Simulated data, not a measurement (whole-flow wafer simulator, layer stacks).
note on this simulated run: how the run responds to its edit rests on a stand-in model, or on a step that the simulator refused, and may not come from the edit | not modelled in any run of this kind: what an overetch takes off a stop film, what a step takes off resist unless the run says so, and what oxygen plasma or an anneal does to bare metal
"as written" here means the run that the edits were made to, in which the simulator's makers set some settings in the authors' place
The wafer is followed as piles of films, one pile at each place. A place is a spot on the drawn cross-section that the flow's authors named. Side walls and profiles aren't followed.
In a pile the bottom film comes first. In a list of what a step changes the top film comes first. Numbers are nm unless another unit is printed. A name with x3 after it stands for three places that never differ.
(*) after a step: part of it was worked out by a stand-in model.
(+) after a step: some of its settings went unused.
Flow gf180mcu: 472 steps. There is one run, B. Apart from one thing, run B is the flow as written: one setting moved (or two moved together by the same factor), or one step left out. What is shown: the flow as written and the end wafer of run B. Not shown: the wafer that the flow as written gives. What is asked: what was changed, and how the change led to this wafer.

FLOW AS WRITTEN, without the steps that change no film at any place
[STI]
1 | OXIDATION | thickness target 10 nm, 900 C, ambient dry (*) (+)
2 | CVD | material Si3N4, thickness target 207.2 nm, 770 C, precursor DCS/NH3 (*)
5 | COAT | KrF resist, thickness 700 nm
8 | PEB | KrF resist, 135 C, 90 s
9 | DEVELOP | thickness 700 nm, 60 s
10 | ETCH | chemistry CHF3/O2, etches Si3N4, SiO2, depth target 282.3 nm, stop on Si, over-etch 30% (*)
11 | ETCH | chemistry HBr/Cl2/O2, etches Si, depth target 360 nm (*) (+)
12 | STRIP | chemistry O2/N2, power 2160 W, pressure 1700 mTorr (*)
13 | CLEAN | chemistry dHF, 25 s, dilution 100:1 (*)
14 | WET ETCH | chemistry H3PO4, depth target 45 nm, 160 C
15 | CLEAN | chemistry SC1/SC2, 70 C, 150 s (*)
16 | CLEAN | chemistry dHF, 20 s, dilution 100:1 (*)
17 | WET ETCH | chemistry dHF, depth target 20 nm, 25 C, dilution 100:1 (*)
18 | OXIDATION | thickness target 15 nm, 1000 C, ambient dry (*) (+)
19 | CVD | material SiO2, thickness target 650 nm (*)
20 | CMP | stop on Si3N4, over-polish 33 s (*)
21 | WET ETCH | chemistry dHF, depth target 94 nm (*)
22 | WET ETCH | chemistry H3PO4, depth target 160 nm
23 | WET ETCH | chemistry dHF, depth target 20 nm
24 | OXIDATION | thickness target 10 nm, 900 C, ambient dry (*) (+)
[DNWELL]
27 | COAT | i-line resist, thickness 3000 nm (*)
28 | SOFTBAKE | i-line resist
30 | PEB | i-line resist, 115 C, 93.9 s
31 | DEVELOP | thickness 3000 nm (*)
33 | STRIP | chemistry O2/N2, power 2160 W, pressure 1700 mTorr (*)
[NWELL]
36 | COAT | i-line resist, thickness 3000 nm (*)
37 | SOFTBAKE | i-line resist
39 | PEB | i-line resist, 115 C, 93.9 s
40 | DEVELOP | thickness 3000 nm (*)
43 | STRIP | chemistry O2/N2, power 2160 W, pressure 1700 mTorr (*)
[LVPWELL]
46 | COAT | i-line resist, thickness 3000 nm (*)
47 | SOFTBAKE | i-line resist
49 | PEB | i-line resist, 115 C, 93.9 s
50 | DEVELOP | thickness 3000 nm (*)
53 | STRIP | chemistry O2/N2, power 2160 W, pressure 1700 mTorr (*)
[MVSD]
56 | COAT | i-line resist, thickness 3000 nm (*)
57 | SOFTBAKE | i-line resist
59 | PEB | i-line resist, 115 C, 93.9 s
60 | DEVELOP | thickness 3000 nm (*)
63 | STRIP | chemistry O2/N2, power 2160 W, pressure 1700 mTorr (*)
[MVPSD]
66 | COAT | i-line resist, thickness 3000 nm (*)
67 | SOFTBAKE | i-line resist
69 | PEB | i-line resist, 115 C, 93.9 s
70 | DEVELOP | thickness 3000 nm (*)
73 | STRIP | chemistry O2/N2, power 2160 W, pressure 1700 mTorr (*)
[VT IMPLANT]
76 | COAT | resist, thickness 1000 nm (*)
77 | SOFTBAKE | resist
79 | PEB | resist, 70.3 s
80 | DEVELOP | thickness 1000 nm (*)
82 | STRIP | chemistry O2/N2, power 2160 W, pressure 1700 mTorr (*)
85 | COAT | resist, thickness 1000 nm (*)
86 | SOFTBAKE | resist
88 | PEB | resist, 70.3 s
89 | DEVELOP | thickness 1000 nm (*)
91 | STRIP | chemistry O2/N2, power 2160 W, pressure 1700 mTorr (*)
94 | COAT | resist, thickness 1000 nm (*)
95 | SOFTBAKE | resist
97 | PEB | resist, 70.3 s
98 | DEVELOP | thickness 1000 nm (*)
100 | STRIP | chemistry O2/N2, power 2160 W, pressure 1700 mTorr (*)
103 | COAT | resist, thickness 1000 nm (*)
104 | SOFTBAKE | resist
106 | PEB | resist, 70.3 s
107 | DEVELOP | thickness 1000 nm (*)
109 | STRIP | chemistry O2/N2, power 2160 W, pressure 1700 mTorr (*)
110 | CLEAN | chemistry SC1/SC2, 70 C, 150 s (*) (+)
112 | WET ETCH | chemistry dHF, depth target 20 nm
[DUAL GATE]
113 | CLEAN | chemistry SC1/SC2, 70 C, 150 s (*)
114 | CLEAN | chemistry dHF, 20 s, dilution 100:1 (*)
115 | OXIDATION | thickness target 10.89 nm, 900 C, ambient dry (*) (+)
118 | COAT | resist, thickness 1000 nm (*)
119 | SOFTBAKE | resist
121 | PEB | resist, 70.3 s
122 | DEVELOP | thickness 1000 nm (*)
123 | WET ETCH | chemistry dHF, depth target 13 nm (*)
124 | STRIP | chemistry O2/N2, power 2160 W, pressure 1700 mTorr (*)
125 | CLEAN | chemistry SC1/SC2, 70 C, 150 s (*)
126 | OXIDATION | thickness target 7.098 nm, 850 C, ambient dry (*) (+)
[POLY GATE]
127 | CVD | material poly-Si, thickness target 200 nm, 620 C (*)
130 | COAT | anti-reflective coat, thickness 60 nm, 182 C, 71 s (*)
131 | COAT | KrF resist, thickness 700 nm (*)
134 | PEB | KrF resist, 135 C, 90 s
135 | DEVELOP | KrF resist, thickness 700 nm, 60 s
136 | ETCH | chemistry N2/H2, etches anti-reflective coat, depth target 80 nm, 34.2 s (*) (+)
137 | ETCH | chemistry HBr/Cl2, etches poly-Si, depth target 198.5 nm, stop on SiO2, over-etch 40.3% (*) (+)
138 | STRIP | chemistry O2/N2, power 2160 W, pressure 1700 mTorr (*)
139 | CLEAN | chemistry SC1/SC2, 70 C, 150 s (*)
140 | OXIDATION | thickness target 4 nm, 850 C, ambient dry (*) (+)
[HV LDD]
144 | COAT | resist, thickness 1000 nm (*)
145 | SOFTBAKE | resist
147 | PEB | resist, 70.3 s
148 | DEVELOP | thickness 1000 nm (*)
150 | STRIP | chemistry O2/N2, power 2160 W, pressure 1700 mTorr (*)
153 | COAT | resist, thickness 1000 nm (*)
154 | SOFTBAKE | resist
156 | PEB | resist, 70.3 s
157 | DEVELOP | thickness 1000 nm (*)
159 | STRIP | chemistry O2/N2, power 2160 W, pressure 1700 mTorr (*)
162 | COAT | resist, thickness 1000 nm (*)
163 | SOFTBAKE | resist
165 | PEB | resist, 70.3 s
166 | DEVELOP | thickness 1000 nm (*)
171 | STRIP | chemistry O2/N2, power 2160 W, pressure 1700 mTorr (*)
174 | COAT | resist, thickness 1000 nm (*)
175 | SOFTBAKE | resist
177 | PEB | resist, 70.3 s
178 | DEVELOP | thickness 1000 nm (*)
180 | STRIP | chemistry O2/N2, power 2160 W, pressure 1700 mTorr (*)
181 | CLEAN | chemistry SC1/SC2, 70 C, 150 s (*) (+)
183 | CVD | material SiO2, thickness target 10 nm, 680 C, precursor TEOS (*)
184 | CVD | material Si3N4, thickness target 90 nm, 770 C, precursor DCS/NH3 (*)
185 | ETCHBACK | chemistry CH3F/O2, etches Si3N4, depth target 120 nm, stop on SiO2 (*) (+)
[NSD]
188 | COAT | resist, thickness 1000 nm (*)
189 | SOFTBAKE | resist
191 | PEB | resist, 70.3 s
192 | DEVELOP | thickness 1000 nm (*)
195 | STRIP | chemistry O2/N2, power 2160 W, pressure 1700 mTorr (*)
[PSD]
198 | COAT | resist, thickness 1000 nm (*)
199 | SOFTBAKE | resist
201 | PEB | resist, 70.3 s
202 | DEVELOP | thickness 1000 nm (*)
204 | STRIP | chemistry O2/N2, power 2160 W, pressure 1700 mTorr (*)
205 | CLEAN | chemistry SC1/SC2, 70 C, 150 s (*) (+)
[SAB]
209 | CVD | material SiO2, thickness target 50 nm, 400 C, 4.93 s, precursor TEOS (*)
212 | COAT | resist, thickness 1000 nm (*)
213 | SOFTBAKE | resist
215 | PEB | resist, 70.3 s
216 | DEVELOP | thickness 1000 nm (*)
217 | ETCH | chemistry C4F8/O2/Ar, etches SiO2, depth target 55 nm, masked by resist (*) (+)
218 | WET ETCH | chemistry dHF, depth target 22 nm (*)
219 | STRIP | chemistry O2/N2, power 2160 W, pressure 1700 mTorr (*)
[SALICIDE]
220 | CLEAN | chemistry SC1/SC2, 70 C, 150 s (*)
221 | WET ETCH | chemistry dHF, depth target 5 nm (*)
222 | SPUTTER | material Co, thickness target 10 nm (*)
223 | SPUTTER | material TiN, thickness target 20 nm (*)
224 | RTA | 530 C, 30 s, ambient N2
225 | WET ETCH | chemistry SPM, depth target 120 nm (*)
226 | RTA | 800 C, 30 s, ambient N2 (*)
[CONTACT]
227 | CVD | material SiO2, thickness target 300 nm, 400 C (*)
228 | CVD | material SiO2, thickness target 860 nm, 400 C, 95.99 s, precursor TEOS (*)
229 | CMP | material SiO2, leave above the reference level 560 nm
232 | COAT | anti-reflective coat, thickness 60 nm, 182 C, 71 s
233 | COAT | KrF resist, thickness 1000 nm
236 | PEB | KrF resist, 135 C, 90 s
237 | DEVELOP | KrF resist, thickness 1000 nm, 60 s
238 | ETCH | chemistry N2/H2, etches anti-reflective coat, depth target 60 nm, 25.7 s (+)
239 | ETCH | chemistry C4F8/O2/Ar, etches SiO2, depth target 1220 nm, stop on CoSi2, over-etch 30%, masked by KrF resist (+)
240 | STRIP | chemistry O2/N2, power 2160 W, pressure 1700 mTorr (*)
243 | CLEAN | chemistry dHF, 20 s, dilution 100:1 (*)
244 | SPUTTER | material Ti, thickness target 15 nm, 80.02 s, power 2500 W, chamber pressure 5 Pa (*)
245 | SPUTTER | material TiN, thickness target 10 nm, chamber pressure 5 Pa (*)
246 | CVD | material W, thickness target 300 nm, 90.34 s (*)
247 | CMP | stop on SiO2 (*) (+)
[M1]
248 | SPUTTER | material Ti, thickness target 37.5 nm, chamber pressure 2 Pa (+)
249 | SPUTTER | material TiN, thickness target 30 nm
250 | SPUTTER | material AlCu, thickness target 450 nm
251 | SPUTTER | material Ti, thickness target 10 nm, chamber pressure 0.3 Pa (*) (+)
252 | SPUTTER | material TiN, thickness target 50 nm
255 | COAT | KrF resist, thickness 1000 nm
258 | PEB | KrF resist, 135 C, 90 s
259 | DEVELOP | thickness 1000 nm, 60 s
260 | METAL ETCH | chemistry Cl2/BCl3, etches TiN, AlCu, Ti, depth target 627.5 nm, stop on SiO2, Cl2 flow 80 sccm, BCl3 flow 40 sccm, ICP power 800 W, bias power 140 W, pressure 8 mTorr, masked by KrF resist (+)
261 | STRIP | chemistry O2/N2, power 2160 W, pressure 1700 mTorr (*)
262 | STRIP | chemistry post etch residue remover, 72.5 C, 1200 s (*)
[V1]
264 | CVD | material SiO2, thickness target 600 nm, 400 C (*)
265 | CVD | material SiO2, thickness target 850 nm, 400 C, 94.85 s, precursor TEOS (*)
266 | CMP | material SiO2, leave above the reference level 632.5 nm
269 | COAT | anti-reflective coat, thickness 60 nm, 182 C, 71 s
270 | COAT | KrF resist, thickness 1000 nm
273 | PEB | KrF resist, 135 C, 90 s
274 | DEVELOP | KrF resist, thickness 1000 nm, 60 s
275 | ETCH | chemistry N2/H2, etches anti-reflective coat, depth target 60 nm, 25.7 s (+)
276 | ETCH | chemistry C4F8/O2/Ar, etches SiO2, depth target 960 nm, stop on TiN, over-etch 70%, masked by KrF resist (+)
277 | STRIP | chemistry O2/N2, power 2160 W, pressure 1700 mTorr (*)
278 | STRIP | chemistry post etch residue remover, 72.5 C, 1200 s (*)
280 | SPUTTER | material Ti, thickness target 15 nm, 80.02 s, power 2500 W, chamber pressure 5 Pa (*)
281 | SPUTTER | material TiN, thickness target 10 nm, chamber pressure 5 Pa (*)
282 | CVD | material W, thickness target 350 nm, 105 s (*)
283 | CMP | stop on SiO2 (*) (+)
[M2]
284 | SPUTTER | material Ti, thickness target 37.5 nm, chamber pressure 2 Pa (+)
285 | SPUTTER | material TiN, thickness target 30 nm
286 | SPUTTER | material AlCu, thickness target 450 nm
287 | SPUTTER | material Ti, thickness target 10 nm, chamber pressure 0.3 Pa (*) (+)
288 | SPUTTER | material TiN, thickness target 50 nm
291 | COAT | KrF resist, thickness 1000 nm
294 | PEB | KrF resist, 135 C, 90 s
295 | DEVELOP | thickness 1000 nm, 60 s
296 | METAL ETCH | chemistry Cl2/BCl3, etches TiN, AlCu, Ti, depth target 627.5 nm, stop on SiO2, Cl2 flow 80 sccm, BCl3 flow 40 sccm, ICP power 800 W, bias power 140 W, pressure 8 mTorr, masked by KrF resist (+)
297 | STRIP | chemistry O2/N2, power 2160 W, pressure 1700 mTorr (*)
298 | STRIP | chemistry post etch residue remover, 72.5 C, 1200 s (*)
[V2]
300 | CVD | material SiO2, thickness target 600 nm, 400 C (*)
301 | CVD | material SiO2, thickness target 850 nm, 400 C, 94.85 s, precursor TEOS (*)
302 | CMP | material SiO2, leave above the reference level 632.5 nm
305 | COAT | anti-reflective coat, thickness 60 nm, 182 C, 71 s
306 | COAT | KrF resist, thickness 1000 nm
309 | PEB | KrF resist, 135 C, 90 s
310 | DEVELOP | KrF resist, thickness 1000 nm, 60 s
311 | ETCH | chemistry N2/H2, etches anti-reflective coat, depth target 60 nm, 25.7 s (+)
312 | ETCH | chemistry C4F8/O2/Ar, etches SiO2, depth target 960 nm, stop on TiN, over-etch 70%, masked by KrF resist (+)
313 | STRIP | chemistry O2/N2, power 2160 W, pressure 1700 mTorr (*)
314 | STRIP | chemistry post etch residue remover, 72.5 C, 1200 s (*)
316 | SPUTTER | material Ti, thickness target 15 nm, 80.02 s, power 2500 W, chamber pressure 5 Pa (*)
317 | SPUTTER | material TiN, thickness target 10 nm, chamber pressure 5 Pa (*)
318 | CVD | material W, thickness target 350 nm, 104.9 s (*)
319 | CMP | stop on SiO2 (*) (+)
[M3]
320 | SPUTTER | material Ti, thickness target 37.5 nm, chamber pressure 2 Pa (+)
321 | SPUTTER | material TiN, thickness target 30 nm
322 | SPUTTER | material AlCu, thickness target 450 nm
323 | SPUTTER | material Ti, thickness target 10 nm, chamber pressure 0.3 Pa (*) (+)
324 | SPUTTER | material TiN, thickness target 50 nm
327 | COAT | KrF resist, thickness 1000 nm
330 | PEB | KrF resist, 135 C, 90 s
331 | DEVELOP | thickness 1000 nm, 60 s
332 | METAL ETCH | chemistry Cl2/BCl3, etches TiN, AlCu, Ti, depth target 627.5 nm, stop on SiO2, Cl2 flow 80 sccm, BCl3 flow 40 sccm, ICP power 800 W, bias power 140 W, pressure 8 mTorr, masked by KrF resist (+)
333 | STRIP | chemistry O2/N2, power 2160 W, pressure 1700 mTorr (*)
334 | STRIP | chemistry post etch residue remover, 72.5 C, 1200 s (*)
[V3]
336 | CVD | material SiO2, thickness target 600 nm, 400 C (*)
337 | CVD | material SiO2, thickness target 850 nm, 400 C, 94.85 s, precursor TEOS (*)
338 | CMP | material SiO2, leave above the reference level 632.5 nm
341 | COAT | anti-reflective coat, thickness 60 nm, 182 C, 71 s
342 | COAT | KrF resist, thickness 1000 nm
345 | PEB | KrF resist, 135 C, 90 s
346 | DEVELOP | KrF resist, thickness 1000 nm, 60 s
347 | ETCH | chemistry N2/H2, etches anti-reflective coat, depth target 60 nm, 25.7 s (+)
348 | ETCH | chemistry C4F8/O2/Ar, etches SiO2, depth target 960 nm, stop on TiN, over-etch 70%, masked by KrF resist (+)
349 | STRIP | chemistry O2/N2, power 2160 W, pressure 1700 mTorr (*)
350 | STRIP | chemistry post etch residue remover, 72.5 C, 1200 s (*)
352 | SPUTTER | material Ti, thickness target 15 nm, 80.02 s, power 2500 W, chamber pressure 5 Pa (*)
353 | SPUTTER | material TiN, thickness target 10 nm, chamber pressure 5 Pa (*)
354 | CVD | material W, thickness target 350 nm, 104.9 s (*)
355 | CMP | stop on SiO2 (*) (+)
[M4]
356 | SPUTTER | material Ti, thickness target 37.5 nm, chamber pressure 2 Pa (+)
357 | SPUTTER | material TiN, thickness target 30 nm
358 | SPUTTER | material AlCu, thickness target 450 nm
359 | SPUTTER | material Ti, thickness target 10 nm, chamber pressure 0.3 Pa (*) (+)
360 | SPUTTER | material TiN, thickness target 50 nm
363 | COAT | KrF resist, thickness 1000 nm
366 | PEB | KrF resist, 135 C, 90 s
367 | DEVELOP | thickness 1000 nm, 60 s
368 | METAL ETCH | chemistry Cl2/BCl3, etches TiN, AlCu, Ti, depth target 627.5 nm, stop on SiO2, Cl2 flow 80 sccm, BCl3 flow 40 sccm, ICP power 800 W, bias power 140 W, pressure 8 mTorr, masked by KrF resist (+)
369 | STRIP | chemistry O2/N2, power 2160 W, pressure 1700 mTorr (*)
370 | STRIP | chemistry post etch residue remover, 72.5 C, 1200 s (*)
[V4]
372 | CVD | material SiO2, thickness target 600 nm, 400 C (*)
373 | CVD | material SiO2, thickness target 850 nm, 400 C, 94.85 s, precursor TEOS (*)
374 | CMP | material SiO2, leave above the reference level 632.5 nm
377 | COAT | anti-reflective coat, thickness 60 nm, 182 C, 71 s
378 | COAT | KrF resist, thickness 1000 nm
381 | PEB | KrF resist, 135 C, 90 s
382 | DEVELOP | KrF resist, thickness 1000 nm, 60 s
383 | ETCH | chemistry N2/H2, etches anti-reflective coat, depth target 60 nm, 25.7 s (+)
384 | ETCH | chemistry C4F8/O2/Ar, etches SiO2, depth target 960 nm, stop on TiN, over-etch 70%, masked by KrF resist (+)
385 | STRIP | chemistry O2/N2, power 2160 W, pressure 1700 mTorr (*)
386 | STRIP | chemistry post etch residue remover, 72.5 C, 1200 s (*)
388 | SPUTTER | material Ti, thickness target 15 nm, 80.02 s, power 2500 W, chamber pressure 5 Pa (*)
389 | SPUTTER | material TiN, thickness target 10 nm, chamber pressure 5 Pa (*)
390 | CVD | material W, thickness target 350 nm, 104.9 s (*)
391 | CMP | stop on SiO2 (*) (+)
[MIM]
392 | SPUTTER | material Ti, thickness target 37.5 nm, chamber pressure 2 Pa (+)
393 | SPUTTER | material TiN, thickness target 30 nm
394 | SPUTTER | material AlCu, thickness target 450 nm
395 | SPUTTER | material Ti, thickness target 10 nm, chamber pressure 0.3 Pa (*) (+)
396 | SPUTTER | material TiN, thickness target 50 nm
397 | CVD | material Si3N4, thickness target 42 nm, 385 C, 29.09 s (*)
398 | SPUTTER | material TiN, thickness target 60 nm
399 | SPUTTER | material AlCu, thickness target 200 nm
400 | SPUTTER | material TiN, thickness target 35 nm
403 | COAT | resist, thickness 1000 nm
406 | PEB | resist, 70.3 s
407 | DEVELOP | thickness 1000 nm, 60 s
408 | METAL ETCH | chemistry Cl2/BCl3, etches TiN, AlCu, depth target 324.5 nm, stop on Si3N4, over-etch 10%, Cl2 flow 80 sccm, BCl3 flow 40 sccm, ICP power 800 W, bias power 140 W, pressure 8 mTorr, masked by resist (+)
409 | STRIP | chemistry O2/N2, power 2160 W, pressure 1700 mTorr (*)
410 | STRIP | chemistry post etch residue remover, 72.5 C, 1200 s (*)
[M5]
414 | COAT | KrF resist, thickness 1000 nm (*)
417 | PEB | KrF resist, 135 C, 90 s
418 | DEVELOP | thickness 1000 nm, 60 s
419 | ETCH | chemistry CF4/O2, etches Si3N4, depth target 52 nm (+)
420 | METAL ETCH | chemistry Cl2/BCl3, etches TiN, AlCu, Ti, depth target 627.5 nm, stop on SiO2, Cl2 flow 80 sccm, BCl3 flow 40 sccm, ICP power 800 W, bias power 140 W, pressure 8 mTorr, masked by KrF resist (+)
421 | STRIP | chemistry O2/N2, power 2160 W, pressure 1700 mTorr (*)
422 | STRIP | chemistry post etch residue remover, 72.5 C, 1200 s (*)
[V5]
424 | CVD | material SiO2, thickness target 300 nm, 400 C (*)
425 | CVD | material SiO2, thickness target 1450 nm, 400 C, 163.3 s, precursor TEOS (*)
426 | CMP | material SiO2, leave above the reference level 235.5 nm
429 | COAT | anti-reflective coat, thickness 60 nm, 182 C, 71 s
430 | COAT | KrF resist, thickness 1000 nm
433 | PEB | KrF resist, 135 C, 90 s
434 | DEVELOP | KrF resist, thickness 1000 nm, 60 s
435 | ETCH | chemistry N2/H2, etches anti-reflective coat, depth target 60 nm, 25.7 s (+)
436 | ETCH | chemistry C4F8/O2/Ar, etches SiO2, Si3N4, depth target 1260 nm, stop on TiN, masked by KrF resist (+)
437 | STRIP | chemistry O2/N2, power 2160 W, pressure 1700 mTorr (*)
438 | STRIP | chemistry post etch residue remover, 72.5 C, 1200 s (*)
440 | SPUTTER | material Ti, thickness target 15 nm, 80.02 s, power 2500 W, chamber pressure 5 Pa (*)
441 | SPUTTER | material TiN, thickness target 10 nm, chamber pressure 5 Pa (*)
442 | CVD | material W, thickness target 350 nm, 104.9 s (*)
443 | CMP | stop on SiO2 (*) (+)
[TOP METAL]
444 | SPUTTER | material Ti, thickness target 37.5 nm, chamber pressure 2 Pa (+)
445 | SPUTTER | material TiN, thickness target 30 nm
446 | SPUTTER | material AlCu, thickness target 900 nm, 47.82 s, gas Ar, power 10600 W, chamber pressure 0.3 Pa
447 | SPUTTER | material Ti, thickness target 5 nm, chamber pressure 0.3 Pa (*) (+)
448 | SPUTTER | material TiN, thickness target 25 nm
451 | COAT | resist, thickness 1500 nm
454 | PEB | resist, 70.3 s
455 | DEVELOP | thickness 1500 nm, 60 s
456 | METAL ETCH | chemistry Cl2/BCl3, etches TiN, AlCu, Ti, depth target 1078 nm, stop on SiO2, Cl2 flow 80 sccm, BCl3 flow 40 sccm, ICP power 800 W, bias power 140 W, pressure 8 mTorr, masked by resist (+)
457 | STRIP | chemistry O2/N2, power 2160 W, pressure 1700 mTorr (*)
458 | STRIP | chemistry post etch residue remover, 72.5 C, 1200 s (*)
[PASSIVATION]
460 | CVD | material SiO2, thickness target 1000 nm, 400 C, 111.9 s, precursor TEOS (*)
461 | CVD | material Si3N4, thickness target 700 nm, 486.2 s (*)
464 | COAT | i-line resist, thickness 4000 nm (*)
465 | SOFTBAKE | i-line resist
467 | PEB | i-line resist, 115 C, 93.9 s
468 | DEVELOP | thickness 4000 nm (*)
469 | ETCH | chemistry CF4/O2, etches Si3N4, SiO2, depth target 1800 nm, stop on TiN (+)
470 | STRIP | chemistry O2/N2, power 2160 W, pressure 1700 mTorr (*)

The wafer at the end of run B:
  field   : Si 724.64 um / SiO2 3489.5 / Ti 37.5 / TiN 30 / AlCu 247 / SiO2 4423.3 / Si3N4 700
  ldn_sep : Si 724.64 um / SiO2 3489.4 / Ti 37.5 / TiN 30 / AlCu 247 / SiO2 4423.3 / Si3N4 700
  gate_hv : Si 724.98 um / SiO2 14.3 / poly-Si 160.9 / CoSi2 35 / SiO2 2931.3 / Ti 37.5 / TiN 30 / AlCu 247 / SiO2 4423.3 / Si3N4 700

The reason: step 332, METAL ETCH: depth target 257.3 nm was run, whereas the flow has depth target 627.5 nm.

How this came from the change, step by step:
  332 | METAL ETCH | chemistry Cl2/BCl3, etches TiN, AlCu, Ti, depth target 627.5 nm, stop on SiO2, Cl2 flow 80 sccm, BCl3 flow 40 sccm, ICP power 800 W, bias power 140 W, pressure 8 mTorr, masked by KrF resist (+)
      field, field__w1, field__w2 and 103 more: -50 TiN (all of it), -10 Ti (all of it), -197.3 AlCu (in the flow as written it would be: -50 TiN (all of it), -10 Ti (all of it), -450 AlCu (all of it), -30 TiN (all of it), -37.5 Ti (all of it))
      field__w8, contact, m1, m1__w1, m1_nw: -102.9 KrF resist (in the flow as written it would be: -251 KrF resist)
  333 | STRIP | chemistry O2/N2, power 2160 W, pressure 1700 mTorr (*)
      field__w8, contact, m1, m1__w1, m1_nw: -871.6 KrF resist (all of it) (in the flow as written it would be: -723.5 KrF resist (all of it))
  334 | STRIP | chemistry post etch residue remover, 72.5 C, 1200 s (*)
      field, field__w1, field__w2 and 103 more: -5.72 AlCu (in the flow as written it would be: nothing)
  336 | CVD | material SiO2, thickness target 600 nm, 400 C (*)
      field, field__w1, field__w2 and 103 more: +600 SiO2 (new film) (in the flow as written it would be: +600 SiO2)
  338 | CMP | material SiO2, leave above the reference level 632.5 nm
      field, field__w1, field__w2 and 103 more: -614.5 SiO2 (in the flow as written it would be: -300 SiO2)
If metal films that touch count as one body, field has 1 body; the flow as written gives 0 bodies.
If metal films that touch count as one body, ldn_sep has 1 body; the flow as written gives 0 bodies.
If metal films that touch count as one body, gate_hv has 2 bodies (between them, from the top down: SiO2 2931.3); the flow as written gives 1 body.
